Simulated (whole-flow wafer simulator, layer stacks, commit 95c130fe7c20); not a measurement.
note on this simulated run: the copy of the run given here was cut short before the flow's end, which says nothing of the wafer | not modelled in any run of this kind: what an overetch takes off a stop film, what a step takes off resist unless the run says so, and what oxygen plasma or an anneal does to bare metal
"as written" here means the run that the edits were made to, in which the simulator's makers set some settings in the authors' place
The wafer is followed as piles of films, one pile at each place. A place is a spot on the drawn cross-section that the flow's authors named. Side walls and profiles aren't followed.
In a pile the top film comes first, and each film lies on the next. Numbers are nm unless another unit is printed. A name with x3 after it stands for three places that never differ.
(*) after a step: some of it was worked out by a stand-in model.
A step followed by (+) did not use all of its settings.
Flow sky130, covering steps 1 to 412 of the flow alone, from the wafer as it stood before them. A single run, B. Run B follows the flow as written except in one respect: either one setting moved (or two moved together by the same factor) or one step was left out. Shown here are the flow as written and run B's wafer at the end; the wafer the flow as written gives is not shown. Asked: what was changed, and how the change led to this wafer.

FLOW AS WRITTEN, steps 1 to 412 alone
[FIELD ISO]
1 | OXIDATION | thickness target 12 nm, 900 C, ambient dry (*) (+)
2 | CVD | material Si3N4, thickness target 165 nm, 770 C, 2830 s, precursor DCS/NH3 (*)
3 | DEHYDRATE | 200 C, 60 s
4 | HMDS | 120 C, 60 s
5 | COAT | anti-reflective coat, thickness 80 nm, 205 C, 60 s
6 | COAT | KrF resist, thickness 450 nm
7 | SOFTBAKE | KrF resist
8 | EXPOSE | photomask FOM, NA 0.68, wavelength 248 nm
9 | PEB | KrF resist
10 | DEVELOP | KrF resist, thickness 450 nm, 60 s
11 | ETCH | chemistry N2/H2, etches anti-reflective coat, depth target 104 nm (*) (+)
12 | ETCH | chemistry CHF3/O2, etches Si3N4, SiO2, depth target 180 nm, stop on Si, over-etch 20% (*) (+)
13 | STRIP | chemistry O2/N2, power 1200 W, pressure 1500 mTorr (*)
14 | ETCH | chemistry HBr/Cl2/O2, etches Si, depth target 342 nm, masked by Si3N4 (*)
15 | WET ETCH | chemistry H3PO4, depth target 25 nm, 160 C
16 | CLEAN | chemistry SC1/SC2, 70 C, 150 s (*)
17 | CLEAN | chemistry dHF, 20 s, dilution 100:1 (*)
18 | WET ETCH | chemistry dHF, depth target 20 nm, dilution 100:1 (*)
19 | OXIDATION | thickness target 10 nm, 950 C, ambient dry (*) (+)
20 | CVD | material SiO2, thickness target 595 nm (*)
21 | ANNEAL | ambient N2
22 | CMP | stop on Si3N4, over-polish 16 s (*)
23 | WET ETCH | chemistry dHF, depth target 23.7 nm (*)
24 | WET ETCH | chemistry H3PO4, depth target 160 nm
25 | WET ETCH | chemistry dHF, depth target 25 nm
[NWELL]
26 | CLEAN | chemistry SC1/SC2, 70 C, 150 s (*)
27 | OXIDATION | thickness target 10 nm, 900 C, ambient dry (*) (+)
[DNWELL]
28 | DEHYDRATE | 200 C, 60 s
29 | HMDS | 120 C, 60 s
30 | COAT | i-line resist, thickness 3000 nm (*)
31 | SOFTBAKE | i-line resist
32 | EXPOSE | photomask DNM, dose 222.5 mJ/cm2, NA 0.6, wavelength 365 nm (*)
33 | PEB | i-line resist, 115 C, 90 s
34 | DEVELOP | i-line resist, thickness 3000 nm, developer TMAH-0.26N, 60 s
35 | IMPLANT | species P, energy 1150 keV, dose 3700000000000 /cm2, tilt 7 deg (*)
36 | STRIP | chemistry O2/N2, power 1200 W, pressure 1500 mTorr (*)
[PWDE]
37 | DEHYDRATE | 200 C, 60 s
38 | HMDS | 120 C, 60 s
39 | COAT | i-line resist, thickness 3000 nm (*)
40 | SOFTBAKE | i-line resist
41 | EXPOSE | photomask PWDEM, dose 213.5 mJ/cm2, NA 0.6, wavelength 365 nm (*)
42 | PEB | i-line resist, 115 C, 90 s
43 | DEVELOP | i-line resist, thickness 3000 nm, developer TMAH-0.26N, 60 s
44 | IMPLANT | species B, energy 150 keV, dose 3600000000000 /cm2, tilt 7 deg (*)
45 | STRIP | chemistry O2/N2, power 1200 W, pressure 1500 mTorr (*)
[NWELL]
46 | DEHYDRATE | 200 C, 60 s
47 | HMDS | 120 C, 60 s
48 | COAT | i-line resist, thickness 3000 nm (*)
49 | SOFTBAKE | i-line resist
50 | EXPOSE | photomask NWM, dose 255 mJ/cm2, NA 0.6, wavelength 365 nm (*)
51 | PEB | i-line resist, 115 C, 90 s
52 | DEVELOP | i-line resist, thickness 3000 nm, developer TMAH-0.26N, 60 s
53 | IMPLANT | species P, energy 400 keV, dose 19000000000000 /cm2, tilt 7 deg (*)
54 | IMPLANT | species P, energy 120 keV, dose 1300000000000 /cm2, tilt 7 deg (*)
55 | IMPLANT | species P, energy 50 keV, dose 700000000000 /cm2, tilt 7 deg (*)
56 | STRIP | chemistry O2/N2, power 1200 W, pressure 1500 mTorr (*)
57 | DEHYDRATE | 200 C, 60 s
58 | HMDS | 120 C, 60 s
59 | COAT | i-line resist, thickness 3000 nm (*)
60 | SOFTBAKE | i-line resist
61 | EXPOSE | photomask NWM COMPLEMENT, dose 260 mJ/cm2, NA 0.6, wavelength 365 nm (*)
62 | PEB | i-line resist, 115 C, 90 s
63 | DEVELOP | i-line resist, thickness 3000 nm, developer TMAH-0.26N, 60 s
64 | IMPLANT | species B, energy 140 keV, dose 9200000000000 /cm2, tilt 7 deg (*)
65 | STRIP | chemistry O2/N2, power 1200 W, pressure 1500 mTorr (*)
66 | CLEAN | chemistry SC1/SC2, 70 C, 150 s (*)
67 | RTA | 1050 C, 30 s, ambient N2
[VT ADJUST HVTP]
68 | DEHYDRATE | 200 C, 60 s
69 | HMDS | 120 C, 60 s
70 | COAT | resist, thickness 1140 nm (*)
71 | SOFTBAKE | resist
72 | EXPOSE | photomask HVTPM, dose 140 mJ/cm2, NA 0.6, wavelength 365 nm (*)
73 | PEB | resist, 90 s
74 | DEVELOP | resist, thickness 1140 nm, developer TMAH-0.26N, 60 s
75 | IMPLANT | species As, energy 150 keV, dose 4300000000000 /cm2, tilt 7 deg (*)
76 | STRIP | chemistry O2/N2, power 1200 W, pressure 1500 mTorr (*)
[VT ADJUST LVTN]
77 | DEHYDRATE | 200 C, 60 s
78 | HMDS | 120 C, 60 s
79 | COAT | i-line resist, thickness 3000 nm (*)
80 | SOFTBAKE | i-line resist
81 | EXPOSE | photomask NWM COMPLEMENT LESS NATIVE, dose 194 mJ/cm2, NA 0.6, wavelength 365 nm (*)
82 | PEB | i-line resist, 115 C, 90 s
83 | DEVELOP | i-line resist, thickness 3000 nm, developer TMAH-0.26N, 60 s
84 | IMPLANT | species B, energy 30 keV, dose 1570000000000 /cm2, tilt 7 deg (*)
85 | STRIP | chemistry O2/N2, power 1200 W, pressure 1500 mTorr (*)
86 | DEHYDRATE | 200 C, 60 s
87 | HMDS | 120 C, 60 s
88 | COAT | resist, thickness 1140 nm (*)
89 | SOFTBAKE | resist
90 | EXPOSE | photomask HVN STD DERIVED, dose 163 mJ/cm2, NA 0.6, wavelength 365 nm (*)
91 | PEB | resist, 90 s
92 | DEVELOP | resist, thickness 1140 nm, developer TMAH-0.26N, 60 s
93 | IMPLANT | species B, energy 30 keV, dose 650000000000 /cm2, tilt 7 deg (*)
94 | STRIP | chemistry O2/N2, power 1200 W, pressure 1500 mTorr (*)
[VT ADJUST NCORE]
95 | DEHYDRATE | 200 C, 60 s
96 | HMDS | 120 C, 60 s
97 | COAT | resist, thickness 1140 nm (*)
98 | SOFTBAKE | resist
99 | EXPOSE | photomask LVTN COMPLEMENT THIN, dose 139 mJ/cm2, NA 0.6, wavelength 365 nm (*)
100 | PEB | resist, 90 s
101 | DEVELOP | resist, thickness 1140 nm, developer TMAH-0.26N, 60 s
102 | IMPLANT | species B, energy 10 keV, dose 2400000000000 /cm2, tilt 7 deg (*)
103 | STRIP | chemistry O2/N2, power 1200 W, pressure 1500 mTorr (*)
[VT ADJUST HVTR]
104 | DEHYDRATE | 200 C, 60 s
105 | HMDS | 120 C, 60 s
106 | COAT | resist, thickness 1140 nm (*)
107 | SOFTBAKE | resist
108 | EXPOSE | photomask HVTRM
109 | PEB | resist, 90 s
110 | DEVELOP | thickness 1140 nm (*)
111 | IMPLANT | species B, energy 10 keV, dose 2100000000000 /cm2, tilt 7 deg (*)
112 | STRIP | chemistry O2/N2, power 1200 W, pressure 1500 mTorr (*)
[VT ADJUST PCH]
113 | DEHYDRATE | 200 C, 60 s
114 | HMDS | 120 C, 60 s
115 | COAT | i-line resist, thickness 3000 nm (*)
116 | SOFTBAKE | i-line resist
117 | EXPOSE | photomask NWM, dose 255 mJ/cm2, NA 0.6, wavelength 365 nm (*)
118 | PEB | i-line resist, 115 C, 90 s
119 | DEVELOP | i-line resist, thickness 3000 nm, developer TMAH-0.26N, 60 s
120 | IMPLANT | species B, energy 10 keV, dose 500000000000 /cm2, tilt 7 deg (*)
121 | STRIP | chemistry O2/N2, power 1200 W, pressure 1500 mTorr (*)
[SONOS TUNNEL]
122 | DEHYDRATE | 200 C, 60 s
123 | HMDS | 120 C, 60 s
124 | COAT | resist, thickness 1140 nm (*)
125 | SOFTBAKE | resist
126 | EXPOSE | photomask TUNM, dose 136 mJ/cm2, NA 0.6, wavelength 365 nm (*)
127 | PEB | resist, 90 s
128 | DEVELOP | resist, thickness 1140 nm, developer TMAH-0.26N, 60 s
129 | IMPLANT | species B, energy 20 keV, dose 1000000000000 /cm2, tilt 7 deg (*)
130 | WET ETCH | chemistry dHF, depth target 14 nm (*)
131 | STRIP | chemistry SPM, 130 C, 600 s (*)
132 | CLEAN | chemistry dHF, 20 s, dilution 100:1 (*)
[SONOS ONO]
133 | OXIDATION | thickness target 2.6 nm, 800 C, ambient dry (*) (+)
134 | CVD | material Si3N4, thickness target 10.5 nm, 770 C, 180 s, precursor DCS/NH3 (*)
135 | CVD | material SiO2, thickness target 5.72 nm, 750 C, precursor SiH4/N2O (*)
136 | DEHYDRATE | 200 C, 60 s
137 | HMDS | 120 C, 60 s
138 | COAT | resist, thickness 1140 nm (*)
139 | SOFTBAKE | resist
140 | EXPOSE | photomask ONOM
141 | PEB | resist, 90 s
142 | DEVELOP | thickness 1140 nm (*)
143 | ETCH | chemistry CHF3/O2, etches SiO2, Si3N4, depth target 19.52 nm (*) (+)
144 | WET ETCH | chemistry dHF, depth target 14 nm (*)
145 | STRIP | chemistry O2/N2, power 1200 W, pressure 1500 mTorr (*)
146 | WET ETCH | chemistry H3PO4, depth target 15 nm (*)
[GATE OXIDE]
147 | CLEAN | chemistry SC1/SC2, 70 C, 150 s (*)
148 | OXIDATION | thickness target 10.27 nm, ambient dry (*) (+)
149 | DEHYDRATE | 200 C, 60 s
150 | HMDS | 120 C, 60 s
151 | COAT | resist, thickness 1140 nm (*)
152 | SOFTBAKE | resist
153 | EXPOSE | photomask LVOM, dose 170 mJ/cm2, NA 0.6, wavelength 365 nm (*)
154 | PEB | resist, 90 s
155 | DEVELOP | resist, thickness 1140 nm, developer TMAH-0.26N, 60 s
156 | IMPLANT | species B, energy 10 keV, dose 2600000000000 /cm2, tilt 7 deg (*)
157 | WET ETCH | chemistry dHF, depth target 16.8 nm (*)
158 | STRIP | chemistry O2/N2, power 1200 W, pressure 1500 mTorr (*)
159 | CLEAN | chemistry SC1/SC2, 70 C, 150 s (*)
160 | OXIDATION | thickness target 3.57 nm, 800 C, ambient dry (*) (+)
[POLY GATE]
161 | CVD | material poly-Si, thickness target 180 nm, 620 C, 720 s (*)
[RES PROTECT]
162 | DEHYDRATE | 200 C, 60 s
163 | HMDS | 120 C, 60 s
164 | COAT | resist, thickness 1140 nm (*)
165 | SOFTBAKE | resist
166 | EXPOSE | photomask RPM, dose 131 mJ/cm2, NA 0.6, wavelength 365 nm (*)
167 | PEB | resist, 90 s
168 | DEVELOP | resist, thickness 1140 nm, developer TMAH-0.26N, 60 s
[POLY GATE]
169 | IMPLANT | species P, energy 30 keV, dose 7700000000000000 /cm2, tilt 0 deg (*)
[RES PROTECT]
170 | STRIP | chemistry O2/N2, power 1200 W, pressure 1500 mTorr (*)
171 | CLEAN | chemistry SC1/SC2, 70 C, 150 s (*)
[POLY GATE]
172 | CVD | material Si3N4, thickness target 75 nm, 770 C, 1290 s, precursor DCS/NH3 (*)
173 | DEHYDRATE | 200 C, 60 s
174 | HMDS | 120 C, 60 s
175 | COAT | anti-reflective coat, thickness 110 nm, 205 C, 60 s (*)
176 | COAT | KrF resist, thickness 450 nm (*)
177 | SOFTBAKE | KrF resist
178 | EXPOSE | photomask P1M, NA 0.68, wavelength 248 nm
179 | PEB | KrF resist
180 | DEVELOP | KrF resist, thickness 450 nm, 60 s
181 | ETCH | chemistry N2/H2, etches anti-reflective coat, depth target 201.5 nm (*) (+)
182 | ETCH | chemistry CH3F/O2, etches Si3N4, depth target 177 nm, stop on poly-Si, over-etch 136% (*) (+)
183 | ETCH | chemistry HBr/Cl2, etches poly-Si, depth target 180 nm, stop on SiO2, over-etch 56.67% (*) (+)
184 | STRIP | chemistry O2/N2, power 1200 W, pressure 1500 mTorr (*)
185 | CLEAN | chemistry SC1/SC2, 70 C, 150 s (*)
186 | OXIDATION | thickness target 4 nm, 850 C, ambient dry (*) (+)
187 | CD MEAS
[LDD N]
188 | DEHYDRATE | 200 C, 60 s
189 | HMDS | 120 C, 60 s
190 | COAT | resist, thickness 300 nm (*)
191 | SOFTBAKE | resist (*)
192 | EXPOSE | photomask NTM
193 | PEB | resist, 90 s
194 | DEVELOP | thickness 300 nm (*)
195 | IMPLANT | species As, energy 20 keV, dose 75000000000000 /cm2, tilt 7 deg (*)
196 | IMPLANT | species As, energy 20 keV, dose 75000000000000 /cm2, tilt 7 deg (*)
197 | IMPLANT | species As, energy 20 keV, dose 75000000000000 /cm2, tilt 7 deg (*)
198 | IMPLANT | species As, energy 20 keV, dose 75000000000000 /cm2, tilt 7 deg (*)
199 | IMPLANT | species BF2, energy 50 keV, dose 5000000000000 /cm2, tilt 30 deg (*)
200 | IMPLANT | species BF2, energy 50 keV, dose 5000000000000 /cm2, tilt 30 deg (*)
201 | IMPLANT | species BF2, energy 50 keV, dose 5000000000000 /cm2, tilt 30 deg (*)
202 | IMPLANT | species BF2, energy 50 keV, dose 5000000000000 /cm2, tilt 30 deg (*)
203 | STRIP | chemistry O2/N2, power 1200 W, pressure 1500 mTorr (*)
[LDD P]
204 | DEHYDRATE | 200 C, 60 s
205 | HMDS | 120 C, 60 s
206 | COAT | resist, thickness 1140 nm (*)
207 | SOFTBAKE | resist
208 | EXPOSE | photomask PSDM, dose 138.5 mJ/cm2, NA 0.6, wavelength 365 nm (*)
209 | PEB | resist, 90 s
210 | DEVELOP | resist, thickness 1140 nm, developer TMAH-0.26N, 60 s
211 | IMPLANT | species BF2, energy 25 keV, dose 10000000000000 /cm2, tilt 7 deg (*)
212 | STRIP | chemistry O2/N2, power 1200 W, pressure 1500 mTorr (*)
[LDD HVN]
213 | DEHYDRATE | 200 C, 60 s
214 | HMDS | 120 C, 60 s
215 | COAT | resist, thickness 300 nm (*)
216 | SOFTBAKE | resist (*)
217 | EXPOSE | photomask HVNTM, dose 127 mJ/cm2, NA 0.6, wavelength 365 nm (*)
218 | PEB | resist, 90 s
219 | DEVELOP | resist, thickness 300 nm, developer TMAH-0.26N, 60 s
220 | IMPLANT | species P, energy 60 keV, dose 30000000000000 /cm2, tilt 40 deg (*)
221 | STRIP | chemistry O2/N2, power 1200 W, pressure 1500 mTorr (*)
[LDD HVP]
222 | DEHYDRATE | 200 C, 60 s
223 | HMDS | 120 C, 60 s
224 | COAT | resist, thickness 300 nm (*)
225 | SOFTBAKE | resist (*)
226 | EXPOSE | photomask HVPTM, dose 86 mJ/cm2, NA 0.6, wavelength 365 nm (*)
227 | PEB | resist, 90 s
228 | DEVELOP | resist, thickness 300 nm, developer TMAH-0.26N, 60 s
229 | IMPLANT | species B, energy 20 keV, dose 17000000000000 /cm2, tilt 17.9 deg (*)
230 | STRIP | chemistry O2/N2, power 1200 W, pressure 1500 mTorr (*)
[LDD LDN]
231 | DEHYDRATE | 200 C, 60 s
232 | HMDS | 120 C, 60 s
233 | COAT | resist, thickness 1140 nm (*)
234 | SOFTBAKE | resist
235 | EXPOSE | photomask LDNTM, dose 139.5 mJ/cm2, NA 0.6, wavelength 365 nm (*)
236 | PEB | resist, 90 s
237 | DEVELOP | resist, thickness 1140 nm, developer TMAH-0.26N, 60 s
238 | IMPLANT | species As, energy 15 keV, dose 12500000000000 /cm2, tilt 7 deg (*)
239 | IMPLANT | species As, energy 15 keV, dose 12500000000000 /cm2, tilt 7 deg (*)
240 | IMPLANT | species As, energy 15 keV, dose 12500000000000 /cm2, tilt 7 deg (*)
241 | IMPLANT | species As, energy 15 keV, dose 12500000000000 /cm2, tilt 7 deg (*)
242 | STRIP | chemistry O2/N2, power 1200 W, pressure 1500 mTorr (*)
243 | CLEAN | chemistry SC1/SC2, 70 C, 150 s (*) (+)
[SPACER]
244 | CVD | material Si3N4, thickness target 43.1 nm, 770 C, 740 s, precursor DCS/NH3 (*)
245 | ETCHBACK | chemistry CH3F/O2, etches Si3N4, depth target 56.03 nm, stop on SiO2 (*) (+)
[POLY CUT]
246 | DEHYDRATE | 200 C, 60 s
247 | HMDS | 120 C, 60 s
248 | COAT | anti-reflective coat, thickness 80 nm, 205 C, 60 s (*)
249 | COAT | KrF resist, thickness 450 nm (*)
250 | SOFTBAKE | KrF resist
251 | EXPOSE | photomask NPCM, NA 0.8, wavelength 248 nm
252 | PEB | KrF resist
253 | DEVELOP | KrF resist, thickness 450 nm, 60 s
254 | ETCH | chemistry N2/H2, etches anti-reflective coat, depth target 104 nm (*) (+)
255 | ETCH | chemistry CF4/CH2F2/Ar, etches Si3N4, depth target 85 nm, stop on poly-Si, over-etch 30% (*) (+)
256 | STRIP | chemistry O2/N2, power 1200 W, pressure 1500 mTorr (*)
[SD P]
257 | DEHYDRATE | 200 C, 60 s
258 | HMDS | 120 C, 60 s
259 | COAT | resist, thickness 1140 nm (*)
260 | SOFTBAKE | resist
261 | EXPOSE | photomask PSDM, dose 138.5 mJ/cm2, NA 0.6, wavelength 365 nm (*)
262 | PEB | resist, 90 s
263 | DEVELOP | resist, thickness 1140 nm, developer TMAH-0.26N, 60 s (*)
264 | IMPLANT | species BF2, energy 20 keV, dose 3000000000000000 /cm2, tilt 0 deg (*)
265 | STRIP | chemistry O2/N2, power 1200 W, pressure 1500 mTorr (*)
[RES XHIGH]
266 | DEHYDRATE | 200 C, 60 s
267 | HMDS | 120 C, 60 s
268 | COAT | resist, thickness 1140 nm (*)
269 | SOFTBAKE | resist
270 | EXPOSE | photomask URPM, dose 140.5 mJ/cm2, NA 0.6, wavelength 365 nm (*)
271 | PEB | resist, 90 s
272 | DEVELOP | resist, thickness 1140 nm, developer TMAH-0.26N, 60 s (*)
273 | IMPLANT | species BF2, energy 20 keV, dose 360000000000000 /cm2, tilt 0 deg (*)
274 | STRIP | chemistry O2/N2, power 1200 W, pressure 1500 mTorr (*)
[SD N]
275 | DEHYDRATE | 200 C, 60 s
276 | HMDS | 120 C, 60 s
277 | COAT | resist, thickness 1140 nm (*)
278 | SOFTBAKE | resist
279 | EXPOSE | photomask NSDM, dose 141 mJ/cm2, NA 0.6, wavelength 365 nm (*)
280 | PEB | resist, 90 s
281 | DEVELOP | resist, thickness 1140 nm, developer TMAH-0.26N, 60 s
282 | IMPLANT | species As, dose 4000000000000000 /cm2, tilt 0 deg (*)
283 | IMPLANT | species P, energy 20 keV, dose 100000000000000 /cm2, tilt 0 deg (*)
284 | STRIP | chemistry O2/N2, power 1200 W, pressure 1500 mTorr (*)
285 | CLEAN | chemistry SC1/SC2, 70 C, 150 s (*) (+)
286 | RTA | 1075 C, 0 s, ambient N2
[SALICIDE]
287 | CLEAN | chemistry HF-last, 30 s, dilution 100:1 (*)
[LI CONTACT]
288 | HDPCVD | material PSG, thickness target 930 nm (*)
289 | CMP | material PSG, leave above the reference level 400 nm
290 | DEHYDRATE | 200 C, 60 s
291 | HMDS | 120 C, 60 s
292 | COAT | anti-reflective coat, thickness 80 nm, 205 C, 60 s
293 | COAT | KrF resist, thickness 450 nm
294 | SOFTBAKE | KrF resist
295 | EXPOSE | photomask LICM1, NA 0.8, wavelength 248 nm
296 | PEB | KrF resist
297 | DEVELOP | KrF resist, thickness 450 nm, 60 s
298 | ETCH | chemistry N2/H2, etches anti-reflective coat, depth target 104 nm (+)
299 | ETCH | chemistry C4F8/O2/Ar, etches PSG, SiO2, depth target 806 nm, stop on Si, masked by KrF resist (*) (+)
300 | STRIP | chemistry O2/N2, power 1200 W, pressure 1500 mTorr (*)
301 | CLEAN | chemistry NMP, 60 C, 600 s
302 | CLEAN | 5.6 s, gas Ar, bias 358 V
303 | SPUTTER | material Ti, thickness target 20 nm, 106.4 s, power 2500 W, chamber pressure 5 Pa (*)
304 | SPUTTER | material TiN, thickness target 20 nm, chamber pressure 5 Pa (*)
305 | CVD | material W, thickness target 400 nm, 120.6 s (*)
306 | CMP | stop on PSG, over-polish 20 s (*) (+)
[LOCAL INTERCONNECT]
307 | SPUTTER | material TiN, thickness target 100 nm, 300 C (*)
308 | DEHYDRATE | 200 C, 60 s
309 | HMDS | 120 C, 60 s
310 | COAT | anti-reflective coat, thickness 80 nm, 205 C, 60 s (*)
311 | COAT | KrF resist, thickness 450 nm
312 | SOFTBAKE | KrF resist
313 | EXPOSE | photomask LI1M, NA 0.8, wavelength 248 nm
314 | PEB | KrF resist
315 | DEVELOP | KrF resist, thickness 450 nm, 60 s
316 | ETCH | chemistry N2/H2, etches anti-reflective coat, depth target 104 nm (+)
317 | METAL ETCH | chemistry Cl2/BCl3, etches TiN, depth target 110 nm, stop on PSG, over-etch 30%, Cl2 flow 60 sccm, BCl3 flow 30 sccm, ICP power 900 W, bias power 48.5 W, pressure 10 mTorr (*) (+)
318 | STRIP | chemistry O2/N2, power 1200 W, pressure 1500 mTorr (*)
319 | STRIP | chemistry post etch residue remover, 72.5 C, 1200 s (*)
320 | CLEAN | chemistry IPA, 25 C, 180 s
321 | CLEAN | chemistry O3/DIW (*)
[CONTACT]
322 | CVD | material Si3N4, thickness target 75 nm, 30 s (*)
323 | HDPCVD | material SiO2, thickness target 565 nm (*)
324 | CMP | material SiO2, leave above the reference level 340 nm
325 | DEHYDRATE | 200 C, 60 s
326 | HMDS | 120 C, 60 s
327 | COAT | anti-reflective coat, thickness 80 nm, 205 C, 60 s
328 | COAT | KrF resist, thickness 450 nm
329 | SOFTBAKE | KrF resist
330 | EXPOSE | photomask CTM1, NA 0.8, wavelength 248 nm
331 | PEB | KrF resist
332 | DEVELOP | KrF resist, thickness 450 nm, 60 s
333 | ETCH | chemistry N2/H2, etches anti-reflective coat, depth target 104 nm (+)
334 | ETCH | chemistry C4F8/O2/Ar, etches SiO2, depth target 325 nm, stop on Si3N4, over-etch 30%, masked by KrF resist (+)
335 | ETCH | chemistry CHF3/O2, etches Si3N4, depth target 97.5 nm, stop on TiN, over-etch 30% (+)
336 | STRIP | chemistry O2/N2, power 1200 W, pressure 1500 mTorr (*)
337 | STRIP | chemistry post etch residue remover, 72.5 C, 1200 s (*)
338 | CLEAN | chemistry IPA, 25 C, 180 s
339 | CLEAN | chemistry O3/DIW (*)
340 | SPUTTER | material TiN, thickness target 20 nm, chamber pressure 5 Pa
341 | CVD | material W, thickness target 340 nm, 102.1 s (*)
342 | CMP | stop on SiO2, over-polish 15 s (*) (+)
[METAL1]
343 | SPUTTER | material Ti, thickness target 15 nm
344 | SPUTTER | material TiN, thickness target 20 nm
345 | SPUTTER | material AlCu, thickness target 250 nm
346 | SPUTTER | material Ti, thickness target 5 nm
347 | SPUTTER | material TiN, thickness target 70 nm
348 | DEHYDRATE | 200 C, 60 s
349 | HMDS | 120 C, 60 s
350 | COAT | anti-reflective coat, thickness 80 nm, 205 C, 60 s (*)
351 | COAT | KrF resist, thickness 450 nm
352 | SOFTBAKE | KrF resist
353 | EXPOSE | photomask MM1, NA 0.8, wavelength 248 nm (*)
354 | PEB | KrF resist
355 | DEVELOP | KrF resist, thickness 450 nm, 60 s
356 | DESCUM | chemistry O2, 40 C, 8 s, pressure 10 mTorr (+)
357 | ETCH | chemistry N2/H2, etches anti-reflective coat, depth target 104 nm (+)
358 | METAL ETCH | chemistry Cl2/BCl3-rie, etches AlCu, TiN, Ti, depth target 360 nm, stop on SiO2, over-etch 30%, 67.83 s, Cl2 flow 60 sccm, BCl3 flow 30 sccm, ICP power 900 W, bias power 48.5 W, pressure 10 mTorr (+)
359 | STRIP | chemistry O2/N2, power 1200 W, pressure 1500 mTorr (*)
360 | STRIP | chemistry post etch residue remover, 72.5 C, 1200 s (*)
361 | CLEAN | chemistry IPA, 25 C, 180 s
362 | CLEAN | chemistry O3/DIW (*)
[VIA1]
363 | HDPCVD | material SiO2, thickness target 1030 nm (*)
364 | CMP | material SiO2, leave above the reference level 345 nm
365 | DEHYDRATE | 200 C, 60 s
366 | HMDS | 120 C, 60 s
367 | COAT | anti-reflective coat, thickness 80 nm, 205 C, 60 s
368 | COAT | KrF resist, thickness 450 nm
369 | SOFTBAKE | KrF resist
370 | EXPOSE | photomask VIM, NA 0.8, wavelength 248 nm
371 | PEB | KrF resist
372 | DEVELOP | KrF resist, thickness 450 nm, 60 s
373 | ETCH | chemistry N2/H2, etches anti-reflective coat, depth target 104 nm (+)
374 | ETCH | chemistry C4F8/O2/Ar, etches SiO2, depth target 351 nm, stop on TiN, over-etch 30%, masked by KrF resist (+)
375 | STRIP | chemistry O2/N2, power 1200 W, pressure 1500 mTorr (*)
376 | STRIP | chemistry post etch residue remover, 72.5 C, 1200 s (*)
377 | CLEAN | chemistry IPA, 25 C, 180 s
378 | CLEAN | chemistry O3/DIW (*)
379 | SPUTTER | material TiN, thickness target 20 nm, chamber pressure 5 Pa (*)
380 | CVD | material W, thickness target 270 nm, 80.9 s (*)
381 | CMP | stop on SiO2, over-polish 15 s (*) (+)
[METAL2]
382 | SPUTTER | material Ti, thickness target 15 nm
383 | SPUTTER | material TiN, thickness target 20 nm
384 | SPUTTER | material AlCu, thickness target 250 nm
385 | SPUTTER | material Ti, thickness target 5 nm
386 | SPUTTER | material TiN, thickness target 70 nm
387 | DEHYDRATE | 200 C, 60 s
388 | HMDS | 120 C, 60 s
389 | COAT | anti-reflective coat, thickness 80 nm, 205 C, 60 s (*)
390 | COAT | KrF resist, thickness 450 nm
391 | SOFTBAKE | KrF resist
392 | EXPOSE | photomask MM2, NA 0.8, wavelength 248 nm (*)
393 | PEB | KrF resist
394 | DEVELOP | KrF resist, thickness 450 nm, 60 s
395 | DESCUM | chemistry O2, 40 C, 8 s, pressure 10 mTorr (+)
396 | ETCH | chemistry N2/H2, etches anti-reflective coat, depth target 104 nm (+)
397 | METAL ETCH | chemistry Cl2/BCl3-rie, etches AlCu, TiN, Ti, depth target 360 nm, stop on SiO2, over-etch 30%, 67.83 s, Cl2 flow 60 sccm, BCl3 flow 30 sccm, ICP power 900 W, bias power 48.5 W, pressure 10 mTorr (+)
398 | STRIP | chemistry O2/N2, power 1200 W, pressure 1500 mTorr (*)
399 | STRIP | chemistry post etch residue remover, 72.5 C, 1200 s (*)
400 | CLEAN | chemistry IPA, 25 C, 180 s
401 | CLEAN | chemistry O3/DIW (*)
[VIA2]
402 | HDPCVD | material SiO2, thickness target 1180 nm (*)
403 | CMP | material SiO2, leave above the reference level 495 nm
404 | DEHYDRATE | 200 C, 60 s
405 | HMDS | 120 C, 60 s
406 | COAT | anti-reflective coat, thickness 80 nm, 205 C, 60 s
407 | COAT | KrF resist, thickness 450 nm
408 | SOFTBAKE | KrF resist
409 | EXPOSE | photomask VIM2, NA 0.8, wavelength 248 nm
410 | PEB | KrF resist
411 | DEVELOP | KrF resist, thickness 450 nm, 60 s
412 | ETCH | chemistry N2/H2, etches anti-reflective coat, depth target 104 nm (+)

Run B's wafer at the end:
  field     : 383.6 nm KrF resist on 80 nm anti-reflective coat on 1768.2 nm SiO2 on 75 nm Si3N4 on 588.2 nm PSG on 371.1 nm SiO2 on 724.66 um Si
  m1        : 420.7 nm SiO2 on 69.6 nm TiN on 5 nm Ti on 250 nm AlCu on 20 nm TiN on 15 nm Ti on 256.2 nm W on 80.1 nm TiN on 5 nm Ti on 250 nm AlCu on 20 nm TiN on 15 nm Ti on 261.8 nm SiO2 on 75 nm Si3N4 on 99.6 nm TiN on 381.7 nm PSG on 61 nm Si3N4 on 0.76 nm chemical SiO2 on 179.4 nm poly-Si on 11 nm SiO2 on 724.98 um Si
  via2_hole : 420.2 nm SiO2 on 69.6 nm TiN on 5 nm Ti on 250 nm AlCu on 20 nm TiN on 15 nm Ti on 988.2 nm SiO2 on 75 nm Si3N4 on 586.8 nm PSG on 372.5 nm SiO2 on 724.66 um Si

What caused this: step 412, ETCH: depth target 89.3 nm was run, whereas the flow has depth target 104 nm.

Step by step, how the change led to this:
  412 | ETCH | chemistry N2/H2, etches anti-reflective coat, depth target 104 nm (+)
      field, active, n_well and 186 more: -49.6 KrF resist (in the flow as written it would be: -57.8 KrF resist)
